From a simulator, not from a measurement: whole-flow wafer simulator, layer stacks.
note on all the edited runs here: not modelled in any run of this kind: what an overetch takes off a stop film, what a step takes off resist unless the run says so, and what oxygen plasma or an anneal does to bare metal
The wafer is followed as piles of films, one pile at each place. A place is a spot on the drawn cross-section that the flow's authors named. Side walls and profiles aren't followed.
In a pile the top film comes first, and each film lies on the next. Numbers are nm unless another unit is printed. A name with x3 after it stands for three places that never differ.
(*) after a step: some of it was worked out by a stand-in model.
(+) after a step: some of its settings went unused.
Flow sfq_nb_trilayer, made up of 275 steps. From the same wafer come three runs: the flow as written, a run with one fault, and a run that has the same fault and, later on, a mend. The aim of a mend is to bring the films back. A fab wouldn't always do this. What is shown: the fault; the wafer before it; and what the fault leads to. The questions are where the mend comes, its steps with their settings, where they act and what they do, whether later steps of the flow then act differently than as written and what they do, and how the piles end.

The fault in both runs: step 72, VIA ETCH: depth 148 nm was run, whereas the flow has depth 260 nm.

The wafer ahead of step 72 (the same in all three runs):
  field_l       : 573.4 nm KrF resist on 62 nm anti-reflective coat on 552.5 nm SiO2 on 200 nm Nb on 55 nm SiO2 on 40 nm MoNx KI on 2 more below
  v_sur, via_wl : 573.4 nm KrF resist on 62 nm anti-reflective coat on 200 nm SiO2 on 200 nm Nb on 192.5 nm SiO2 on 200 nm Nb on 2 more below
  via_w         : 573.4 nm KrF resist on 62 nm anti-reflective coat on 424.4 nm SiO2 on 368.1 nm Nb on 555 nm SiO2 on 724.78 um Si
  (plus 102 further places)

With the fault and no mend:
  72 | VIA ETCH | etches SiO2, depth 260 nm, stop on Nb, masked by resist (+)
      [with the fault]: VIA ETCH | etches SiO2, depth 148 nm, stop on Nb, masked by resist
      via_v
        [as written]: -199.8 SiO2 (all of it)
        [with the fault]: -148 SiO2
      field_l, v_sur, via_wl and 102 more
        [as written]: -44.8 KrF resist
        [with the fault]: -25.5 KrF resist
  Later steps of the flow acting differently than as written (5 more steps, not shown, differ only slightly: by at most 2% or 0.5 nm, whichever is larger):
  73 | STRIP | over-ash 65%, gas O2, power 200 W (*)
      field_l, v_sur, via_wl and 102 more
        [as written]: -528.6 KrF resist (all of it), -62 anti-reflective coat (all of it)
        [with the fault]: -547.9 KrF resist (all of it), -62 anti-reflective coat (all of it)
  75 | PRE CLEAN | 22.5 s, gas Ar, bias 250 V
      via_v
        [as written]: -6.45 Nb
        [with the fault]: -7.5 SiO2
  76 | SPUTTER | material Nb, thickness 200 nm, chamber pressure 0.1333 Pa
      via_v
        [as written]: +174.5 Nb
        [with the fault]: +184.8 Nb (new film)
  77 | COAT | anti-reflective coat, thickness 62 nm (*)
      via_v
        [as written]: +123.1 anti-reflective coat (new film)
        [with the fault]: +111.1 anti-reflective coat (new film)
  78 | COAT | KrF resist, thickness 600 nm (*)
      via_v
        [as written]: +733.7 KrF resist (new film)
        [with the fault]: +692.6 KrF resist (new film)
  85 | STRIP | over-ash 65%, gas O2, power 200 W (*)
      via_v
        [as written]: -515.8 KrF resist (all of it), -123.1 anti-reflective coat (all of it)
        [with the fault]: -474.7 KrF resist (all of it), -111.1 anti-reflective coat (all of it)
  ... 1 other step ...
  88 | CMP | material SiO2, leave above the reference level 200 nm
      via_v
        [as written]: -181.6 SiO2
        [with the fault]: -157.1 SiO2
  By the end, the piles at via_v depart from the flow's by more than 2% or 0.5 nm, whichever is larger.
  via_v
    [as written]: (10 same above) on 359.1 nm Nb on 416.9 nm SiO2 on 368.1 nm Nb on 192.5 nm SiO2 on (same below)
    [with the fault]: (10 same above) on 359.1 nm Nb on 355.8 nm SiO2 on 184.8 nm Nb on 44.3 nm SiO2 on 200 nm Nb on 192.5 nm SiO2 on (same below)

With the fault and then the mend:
  After step 72 comes the mend.
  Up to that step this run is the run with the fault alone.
  72a | VIA ETCH | etches SiO2, depth 112 nm, stop on Nb, masked by resist (+) (a further turn of the flow's step 72, with different settings)
      field_l, v_sur, via_wl and 102 more
        -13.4 KrF resist
      via_v
        -51.8 SiO2 (all of it)
  Later steps of the flow that are run all act as written at every place that is followed, up to a difference of at most 2% or 0.5 nm, whichever is larger.
  By the end, the piles equal the flow's at every place that both follow.
